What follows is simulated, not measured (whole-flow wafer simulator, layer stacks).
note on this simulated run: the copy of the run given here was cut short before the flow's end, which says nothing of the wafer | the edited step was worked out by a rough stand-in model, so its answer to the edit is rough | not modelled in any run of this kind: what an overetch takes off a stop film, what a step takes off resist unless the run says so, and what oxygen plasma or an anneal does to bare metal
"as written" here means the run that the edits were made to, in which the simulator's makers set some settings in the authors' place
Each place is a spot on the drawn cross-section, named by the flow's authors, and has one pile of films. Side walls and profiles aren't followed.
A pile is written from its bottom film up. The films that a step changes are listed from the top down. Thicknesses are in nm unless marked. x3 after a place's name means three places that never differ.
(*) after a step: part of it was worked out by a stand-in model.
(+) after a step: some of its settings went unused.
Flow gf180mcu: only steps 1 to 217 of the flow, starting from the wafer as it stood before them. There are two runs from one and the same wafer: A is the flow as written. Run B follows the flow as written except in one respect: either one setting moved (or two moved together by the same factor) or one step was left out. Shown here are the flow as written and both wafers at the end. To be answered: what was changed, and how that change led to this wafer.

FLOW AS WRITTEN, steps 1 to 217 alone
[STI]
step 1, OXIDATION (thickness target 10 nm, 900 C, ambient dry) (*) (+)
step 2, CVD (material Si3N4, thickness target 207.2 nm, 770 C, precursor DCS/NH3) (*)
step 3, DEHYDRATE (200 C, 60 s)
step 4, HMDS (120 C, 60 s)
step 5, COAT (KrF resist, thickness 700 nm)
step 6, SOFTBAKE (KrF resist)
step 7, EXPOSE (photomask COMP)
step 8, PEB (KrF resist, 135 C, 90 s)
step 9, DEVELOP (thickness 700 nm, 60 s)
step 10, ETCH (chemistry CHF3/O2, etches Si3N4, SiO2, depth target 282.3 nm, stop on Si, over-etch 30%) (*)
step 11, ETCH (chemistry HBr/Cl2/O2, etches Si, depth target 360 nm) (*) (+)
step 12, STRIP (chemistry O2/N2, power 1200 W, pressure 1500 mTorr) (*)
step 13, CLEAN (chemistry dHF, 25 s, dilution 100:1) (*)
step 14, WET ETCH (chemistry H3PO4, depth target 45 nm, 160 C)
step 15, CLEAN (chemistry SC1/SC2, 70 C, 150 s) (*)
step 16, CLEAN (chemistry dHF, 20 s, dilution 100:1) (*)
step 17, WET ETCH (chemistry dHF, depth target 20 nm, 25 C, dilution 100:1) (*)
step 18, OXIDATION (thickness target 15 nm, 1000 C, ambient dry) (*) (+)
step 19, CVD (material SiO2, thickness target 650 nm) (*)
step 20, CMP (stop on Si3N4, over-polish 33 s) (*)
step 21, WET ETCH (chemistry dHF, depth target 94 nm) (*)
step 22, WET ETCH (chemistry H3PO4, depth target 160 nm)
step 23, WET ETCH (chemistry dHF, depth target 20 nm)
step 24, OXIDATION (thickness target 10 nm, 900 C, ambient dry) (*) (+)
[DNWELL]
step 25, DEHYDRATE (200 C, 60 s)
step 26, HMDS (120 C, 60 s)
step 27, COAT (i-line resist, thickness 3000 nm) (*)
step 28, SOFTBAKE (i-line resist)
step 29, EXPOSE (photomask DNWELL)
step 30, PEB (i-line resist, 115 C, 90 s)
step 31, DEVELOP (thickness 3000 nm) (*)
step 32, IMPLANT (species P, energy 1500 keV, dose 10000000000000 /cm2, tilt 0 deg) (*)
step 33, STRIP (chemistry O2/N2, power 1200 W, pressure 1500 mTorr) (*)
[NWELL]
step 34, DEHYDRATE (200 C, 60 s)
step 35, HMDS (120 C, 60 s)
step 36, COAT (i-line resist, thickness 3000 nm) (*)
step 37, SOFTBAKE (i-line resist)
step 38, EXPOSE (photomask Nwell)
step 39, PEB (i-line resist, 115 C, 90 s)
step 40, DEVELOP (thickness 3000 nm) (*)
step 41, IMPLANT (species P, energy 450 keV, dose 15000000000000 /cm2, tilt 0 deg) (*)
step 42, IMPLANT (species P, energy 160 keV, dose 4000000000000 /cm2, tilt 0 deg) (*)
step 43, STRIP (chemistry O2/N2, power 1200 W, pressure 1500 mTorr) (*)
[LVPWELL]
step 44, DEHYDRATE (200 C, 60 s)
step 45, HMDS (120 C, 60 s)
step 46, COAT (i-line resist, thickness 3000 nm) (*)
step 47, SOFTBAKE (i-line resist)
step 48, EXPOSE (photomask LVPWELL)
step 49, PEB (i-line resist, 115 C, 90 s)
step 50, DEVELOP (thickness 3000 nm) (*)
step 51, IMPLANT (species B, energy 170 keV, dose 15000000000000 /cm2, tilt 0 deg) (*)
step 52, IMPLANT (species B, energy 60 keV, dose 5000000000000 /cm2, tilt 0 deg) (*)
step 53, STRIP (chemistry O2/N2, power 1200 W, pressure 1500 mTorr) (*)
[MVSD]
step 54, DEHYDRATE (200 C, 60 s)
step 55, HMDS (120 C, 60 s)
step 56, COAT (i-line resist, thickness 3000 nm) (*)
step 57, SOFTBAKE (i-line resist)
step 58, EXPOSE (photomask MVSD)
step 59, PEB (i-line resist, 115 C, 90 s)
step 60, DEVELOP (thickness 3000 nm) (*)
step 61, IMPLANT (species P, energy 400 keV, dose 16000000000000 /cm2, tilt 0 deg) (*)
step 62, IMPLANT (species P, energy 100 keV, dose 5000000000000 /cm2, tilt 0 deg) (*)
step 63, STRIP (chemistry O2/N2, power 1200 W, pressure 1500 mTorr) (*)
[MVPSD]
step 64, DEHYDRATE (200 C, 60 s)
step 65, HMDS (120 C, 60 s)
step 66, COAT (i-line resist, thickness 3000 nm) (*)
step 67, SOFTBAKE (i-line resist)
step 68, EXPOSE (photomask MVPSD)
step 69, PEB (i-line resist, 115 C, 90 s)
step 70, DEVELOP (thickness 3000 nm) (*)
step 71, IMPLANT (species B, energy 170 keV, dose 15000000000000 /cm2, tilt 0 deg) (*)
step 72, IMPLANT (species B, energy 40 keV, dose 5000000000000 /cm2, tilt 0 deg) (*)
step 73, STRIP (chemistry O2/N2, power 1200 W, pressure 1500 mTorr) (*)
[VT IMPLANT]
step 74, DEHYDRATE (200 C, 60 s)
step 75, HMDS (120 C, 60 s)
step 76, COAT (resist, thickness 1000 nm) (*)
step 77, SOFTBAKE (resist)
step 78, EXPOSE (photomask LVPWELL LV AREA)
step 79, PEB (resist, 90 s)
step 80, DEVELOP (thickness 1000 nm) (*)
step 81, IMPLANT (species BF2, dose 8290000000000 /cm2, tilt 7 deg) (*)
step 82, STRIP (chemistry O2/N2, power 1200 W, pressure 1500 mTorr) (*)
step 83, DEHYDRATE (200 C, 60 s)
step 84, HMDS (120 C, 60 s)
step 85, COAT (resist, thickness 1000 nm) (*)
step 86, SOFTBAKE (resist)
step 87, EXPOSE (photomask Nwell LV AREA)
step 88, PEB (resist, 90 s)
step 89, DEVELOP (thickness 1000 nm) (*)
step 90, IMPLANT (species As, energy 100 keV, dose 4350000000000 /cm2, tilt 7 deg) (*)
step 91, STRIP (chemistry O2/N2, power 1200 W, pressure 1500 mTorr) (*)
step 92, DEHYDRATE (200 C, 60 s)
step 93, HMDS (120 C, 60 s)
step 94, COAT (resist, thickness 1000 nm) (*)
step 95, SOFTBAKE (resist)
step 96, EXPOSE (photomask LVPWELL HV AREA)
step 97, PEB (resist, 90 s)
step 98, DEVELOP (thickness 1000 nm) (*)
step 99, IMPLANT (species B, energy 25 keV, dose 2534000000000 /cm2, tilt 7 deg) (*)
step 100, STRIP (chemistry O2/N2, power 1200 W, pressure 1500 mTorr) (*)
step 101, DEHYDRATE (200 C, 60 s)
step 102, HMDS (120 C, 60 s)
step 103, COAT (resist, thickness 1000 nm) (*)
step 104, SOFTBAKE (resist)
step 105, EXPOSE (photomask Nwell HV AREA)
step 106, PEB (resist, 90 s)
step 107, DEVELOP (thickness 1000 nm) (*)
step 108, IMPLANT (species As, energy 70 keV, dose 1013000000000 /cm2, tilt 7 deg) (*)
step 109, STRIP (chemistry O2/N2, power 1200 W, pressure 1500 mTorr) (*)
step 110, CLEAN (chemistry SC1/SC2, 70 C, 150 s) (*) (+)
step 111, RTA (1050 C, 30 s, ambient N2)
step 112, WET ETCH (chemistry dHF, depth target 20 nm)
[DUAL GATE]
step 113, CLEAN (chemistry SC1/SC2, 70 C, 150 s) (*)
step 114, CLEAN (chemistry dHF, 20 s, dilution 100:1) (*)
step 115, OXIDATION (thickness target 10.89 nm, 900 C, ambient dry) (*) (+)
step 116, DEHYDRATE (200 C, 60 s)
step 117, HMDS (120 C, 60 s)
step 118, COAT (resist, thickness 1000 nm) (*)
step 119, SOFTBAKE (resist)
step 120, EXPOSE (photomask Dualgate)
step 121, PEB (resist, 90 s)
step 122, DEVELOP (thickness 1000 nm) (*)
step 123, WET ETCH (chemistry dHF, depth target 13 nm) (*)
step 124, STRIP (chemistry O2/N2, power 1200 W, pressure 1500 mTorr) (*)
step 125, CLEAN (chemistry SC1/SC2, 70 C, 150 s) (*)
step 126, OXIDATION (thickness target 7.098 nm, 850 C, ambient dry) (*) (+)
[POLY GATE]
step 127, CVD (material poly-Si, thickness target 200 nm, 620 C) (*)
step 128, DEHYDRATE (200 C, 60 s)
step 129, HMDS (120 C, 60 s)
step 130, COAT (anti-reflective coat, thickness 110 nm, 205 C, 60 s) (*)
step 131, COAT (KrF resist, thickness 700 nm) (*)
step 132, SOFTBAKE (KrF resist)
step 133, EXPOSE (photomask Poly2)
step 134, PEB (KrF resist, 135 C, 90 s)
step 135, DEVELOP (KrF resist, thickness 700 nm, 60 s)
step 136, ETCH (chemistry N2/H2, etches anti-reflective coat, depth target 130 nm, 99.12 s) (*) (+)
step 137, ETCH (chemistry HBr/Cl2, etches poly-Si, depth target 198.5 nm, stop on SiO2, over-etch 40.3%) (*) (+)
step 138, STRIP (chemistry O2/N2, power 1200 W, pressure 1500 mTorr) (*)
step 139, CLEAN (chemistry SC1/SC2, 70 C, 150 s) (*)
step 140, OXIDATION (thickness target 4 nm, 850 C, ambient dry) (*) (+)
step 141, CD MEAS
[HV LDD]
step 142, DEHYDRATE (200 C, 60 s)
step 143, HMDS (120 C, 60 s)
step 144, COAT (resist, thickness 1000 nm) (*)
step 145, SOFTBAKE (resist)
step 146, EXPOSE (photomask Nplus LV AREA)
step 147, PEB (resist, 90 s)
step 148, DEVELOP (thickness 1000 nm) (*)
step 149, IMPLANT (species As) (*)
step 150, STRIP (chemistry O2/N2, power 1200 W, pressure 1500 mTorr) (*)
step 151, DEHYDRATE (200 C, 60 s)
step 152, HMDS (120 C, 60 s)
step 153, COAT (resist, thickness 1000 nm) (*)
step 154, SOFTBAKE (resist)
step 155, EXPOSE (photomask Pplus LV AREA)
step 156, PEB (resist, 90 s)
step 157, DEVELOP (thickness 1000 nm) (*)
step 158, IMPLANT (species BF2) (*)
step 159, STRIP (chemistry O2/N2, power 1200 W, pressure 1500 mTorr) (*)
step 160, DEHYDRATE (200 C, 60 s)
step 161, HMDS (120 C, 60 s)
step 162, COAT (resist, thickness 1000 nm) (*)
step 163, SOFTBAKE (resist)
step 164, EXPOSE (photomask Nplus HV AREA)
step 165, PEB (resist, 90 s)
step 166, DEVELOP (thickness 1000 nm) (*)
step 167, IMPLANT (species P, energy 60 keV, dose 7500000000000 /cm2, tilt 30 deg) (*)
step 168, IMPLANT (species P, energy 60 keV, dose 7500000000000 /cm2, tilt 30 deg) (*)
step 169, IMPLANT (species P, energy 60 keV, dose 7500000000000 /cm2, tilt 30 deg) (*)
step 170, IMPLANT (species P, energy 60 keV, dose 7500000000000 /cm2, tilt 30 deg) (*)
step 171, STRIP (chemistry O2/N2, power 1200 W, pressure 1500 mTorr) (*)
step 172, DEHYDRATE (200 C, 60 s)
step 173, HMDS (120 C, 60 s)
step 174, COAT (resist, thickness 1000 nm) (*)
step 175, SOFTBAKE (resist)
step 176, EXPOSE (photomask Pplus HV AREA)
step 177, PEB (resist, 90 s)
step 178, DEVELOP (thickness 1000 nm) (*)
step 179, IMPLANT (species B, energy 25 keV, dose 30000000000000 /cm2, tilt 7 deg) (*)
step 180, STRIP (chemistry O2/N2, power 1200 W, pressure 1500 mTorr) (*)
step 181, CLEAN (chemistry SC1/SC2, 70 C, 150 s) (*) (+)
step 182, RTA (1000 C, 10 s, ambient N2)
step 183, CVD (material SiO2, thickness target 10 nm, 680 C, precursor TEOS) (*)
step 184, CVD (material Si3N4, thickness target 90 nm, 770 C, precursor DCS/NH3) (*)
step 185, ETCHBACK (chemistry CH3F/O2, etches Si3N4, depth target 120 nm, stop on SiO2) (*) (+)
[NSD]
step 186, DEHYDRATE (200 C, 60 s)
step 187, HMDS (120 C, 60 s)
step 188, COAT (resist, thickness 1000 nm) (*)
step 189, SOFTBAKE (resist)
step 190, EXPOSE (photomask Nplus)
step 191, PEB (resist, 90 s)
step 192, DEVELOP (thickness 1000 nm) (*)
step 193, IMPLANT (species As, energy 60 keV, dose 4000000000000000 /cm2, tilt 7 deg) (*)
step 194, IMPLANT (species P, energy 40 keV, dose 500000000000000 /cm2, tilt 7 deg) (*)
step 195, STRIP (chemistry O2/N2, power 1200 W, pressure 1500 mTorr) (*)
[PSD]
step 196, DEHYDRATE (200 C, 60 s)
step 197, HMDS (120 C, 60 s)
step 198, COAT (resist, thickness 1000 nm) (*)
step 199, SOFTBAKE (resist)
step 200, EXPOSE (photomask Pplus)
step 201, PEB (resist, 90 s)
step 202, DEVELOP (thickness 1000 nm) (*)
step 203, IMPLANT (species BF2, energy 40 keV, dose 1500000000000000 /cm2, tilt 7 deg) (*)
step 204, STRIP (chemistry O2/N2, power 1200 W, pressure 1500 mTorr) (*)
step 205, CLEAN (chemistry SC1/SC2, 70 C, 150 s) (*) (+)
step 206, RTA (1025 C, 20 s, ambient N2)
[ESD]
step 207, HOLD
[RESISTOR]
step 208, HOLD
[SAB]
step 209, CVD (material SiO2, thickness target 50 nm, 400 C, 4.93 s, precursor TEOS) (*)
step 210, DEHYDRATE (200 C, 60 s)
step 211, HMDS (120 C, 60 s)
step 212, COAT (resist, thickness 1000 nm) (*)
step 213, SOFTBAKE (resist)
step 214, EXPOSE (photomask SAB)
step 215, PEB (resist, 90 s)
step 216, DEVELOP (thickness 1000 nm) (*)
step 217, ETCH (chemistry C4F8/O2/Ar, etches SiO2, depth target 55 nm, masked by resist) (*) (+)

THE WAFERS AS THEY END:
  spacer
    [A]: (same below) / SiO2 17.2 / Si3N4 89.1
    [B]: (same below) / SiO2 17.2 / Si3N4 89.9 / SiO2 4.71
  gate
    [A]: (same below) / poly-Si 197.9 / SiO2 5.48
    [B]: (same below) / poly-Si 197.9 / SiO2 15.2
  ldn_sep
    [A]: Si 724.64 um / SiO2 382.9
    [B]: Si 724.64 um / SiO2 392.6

What caused this: step 209, CVD: 5.916 s was run, whereas the flow has 4.93 s.

How this came from the change, step by step:
  step 209, CVD (material SiO2, thickness target 50 nm, 400 C, 4.93 s, precursor TEOS) (*)
      field, field__w7, field__w8 and 73 more: A +50 SiO2 | B +59.7 SiO2
      field_sub__w1, field_sub__w3, field_sub__w4, field_sub__w5, ld_drift_n, nplus_u: A +48.9 SiO2 | B +58.4 SiO2
      (also at 27 further places)
  step 217, ETCH (chemistry C4F8/O2/Ar, etches SiO2, depth target 55 nm, masked by resist) (*) (+)
      spacer: A -50 SiO2 (all of it), -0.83 Si3N4 | B -55 SiO2
